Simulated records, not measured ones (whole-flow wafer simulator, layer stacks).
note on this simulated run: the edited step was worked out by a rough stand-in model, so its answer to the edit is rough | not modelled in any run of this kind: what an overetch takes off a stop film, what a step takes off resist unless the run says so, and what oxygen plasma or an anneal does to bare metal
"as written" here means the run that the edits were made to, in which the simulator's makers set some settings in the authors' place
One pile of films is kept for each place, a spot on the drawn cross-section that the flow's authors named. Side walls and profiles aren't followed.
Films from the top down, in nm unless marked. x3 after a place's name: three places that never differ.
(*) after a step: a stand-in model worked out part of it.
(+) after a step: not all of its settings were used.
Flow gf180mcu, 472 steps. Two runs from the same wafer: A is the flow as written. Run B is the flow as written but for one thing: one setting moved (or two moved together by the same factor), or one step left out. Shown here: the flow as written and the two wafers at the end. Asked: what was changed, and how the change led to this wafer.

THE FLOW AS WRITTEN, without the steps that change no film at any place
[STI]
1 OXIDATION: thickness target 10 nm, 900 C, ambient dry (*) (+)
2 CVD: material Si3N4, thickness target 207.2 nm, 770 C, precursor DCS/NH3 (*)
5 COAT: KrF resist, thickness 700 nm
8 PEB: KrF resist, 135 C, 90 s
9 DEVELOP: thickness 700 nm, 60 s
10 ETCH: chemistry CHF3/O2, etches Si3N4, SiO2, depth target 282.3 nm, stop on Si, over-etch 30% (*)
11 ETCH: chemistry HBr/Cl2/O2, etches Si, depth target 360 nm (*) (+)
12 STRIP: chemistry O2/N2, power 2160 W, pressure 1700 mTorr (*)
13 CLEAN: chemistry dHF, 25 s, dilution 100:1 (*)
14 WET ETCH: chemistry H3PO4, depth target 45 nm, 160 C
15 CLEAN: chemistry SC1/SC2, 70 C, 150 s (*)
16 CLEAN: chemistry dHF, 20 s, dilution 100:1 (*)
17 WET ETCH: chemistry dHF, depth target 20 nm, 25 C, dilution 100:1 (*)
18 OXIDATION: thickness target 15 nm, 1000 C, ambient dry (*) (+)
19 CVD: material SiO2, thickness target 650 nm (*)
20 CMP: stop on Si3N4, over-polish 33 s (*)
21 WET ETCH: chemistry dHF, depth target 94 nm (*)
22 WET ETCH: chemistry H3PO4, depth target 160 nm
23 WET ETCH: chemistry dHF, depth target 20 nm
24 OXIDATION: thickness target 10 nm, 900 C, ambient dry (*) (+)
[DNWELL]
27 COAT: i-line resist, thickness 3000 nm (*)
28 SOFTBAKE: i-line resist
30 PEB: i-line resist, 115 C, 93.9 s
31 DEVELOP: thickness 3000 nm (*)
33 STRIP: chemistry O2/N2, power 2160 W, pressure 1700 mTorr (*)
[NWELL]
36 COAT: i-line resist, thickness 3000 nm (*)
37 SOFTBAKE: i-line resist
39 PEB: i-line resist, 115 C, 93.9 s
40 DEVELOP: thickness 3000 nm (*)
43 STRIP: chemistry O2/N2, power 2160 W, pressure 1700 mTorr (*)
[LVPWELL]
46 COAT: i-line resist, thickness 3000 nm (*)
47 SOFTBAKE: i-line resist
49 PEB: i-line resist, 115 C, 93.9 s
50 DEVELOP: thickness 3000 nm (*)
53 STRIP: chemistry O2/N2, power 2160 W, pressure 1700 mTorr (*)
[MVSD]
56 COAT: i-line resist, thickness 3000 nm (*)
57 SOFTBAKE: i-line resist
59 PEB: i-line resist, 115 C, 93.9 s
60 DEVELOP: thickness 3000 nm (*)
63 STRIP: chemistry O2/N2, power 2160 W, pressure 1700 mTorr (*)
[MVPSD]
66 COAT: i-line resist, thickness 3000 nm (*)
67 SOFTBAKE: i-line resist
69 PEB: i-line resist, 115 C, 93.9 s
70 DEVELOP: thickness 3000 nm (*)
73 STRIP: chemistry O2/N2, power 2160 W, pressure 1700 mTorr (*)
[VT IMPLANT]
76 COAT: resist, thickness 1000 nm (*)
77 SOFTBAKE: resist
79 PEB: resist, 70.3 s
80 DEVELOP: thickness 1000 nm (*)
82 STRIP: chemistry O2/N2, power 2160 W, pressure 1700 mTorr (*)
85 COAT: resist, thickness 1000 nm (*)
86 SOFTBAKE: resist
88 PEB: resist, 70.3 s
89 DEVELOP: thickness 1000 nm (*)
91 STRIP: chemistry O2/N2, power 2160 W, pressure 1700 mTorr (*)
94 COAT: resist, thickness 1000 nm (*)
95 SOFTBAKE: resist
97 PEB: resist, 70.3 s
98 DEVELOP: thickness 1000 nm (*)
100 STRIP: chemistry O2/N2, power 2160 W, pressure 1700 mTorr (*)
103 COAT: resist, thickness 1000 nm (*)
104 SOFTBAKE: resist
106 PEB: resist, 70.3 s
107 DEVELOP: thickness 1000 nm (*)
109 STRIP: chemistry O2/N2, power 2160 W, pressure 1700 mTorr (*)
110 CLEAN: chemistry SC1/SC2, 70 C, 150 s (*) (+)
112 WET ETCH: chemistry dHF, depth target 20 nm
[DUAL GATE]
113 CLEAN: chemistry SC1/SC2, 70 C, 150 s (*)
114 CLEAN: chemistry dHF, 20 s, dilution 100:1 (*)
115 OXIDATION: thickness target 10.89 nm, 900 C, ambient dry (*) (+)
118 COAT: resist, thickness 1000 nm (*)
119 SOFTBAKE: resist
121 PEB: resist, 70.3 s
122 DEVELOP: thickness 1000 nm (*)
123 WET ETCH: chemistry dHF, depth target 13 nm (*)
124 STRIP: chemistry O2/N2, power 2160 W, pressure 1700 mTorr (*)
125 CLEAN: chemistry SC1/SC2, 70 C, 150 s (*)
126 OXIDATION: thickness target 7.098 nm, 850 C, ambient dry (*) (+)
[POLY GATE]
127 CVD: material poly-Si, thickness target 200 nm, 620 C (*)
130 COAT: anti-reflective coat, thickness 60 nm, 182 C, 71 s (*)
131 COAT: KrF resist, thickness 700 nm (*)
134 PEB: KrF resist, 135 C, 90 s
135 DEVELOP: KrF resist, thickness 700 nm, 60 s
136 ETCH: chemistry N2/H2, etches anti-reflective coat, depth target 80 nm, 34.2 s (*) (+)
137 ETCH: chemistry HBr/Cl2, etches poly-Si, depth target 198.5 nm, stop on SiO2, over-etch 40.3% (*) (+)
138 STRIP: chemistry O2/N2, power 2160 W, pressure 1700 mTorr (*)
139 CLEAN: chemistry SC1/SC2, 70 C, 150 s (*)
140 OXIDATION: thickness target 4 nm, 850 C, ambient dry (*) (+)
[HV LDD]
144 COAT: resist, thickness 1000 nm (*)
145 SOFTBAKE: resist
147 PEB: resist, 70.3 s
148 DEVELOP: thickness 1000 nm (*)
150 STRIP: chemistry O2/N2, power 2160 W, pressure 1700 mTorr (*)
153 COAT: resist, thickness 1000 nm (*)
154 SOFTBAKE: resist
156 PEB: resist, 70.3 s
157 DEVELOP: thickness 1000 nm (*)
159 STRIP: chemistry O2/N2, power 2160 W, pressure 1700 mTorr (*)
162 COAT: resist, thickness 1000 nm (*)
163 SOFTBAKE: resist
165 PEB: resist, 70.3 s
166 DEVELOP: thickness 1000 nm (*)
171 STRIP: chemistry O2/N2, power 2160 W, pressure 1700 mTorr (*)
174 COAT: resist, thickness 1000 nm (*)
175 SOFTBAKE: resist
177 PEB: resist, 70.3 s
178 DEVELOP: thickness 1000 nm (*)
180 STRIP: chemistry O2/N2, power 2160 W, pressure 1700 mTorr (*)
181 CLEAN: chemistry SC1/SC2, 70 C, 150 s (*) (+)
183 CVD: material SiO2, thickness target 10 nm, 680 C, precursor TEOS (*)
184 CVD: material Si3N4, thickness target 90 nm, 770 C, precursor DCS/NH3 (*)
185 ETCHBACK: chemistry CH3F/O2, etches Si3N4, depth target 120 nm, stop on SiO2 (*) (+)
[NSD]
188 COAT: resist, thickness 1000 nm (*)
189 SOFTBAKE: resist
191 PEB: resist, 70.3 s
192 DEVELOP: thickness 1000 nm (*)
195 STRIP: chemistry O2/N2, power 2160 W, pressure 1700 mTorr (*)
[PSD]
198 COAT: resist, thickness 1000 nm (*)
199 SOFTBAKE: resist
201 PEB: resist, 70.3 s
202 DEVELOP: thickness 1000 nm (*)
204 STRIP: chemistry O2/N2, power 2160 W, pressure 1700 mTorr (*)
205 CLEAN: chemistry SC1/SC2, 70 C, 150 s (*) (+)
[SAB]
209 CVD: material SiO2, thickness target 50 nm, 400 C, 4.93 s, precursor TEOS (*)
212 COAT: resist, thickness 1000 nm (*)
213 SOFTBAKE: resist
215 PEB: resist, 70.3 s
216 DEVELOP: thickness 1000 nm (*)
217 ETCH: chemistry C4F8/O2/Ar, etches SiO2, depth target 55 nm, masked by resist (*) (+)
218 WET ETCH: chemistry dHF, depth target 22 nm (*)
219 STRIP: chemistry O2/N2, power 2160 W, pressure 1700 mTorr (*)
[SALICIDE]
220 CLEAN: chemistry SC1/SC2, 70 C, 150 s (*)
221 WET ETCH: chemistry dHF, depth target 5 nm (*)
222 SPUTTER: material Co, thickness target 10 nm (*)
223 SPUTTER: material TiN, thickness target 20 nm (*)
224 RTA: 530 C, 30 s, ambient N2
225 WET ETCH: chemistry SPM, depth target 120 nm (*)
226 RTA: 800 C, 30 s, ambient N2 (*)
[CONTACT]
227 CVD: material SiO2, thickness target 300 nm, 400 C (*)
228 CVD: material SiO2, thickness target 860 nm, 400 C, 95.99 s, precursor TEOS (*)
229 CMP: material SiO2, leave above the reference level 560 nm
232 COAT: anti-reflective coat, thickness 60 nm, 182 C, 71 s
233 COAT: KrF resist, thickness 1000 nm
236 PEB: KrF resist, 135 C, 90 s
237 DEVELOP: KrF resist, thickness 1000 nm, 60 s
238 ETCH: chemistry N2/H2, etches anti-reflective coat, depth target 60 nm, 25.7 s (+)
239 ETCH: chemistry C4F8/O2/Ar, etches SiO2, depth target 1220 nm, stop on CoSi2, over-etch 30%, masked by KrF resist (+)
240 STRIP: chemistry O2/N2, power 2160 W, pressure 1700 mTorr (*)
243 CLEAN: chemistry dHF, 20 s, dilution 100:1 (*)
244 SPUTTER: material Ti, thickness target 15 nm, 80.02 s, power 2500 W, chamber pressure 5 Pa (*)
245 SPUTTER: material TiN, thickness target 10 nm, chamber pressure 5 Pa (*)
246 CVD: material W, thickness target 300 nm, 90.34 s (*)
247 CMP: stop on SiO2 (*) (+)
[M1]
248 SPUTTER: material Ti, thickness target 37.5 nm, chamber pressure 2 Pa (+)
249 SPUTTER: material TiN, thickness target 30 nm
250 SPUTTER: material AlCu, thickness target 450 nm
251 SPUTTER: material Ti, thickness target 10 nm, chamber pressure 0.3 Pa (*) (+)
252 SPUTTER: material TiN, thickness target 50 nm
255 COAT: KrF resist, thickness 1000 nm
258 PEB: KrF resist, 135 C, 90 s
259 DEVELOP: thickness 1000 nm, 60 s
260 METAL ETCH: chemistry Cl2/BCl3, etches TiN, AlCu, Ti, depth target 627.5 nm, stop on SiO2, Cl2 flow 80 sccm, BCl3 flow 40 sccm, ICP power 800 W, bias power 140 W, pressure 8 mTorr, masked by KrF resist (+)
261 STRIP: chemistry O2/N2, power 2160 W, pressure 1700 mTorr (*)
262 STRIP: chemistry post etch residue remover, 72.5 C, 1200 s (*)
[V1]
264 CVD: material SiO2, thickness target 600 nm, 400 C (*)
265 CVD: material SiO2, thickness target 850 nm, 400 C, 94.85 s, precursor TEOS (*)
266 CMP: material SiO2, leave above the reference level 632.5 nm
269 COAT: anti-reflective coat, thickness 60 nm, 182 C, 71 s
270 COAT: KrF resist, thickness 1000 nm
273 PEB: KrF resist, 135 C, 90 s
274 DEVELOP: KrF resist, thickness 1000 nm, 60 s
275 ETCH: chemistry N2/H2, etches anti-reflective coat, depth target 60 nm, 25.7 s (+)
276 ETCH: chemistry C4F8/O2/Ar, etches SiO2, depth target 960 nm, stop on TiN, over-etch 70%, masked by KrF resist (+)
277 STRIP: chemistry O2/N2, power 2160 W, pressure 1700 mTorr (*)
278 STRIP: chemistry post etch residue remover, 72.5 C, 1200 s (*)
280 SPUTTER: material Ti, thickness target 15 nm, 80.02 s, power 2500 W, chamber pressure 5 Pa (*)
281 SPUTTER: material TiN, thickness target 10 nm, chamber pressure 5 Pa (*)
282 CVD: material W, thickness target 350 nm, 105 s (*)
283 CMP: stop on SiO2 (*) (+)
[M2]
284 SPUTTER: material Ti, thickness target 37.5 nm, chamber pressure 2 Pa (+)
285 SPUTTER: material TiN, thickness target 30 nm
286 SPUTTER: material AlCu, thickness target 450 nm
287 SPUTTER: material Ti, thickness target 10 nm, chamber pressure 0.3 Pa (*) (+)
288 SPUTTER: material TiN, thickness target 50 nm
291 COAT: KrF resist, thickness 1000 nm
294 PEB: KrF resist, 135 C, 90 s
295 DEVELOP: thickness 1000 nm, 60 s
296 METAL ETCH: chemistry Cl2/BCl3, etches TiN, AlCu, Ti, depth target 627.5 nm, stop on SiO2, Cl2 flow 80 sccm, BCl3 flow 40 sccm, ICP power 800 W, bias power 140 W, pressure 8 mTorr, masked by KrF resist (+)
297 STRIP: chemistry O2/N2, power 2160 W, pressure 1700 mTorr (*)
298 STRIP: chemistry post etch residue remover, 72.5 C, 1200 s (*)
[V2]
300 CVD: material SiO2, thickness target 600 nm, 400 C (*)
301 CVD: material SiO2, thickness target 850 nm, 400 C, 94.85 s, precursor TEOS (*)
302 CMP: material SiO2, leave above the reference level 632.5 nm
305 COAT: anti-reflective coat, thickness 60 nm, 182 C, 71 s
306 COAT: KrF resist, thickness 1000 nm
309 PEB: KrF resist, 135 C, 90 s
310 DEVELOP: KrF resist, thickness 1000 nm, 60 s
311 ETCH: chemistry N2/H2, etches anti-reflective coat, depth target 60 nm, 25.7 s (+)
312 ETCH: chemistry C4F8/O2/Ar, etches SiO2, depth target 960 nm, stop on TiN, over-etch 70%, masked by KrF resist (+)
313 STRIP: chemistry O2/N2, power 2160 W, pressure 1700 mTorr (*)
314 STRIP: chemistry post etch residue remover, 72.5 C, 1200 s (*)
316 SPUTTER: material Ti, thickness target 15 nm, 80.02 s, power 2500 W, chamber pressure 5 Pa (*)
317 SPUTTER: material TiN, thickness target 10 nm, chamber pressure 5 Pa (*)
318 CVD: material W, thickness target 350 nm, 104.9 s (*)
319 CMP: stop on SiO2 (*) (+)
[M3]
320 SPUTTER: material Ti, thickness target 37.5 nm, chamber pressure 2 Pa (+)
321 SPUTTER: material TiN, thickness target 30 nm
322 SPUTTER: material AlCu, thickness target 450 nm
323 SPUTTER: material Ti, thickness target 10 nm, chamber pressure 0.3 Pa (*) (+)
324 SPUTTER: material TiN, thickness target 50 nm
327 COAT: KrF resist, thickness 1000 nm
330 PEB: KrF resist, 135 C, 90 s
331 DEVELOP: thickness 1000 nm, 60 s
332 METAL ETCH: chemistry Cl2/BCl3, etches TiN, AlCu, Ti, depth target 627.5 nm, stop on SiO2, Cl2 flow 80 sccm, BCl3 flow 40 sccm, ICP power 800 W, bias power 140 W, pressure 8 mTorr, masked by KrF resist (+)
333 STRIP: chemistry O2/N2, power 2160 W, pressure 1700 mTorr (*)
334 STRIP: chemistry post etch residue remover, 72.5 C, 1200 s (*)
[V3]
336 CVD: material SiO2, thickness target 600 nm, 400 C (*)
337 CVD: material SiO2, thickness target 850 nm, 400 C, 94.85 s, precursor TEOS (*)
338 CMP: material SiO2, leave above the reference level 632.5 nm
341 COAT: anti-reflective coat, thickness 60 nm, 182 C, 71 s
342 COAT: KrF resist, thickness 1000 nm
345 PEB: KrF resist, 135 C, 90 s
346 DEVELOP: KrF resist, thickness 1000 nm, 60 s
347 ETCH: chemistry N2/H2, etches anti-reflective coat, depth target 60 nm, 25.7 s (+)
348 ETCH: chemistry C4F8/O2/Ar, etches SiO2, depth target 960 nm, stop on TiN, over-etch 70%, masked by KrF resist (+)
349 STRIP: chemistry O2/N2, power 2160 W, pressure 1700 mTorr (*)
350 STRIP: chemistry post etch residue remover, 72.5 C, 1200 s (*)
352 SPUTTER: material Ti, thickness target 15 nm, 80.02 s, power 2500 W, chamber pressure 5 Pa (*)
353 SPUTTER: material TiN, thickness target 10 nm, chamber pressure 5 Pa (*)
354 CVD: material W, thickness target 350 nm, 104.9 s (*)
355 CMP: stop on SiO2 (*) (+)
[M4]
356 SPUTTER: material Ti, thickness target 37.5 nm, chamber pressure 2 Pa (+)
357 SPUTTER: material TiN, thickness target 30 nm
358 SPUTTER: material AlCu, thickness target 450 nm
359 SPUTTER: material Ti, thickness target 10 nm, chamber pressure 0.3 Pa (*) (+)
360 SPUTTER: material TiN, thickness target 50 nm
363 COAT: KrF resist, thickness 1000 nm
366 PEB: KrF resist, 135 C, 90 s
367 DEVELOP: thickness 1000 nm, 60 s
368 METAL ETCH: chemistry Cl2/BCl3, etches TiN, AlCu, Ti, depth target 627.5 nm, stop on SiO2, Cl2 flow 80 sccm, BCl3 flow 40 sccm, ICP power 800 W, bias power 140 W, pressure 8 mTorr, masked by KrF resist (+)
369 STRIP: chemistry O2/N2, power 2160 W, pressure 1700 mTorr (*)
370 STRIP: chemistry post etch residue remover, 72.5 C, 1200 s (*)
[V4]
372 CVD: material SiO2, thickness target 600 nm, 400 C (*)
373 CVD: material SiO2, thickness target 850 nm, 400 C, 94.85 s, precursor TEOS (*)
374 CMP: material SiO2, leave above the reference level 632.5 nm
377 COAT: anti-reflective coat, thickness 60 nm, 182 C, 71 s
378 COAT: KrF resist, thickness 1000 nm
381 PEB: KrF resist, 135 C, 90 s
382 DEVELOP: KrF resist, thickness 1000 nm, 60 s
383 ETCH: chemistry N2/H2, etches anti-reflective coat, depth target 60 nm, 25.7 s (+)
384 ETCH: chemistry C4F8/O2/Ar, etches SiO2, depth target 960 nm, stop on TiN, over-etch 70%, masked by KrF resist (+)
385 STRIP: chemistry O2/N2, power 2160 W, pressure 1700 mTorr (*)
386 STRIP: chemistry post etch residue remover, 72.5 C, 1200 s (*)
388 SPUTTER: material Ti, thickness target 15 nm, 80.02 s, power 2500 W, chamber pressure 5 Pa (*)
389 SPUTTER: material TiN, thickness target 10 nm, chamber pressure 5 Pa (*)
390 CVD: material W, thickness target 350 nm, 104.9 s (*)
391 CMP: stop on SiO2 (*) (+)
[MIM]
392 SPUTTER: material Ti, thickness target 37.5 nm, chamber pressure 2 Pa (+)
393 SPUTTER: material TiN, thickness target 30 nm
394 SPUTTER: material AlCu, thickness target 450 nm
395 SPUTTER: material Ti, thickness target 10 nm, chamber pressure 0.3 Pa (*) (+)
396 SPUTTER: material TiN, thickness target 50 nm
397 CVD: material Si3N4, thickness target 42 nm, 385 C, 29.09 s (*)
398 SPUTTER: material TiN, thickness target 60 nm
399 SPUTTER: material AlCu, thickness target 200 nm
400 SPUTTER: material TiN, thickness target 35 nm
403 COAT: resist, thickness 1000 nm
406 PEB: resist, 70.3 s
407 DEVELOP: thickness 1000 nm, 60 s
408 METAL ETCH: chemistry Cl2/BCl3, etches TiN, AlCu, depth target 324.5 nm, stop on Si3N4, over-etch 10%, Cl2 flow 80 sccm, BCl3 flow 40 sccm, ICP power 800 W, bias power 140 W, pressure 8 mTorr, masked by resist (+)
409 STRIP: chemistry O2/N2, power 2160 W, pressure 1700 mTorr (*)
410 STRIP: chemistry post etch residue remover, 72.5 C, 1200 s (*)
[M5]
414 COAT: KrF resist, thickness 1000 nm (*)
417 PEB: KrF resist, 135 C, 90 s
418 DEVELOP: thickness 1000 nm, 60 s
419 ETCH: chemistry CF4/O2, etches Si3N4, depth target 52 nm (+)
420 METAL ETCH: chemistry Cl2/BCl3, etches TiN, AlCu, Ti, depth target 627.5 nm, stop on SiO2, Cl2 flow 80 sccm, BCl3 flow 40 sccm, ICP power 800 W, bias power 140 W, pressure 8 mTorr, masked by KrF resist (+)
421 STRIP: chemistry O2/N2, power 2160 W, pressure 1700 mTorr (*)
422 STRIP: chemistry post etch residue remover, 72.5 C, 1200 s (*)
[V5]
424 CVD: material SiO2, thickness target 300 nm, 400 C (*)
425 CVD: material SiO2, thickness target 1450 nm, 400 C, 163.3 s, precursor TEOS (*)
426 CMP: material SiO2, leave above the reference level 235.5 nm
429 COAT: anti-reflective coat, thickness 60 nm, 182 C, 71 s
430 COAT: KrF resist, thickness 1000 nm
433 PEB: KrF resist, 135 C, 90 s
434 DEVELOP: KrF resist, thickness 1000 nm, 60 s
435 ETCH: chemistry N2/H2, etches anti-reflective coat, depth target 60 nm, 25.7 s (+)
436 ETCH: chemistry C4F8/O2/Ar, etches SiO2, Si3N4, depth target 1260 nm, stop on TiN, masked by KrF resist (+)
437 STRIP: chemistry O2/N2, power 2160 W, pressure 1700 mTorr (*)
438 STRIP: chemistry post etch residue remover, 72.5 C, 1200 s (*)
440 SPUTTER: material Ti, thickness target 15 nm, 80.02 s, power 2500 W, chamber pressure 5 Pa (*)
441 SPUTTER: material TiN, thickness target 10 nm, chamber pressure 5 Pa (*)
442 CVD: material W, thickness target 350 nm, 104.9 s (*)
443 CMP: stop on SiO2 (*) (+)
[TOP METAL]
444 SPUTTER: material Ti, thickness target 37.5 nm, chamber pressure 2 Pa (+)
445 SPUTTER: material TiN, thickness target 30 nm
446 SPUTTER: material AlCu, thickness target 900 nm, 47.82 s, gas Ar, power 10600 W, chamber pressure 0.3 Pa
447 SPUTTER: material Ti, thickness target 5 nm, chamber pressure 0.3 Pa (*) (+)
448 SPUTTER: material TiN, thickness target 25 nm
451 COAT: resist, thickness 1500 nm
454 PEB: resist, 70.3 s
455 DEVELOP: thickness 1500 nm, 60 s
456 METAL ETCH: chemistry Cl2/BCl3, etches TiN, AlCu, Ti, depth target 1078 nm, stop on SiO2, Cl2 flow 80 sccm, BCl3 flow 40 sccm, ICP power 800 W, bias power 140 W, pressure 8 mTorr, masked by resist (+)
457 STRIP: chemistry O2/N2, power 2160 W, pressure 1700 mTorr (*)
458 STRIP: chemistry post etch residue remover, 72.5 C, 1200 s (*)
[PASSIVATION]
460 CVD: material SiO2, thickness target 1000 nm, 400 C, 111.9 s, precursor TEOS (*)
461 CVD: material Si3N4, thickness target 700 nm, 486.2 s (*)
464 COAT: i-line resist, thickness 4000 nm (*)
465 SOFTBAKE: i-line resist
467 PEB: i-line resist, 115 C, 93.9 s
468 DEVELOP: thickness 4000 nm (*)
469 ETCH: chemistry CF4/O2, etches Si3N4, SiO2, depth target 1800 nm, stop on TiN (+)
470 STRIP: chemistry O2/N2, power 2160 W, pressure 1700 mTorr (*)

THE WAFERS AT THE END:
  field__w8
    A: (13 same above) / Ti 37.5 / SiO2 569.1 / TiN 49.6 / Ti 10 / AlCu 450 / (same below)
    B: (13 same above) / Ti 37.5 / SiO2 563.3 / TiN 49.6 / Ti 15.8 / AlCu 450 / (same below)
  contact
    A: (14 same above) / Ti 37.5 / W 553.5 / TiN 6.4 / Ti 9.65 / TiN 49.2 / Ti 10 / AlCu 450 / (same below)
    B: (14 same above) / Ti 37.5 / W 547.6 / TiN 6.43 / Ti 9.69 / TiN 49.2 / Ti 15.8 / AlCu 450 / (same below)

The cause: step 359, SPUTTER: thickness target 15.8 nm was run, where the flow has thickness target 10 nm.
It can be read off the wafer: field__w8 has Ti 15.8, and step 359 as written asks for 10 nm.

How the change led to this, step by step:
  359 SPUTTER: material Ti, thickness target 10 nm, chamber pressure 0.3 Pa (*) (+)
      field, field__w1, field__w2 and 108 more: A Ti +10 (new film) | B Ti +15.8 (new film)
  368 METAL ETCH: chemistry Cl2/BCl3, etches TiN, AlCu, Ti, depth target 627.5 nm, stop on SiO2, Cl2 flow 80 sccm, BCl3 flow 40 sccm, ICP power 800 W, bias power 140 W, pressure 8 mTorr, masked by KrF resist (+)
      field, field__w1, field__w2 and 103 more: A TiN -50 (all of it), Ti -10 (all of it), AlCu -450 (all of it), TiN -30 (all of it), Ti -37.5 (all of it) | B TiN -50 (all of it), Ti -15.8 (all of it), AlCu -450 (all of it), TiN -30 (all of it), Ti -37.5 (all of it)
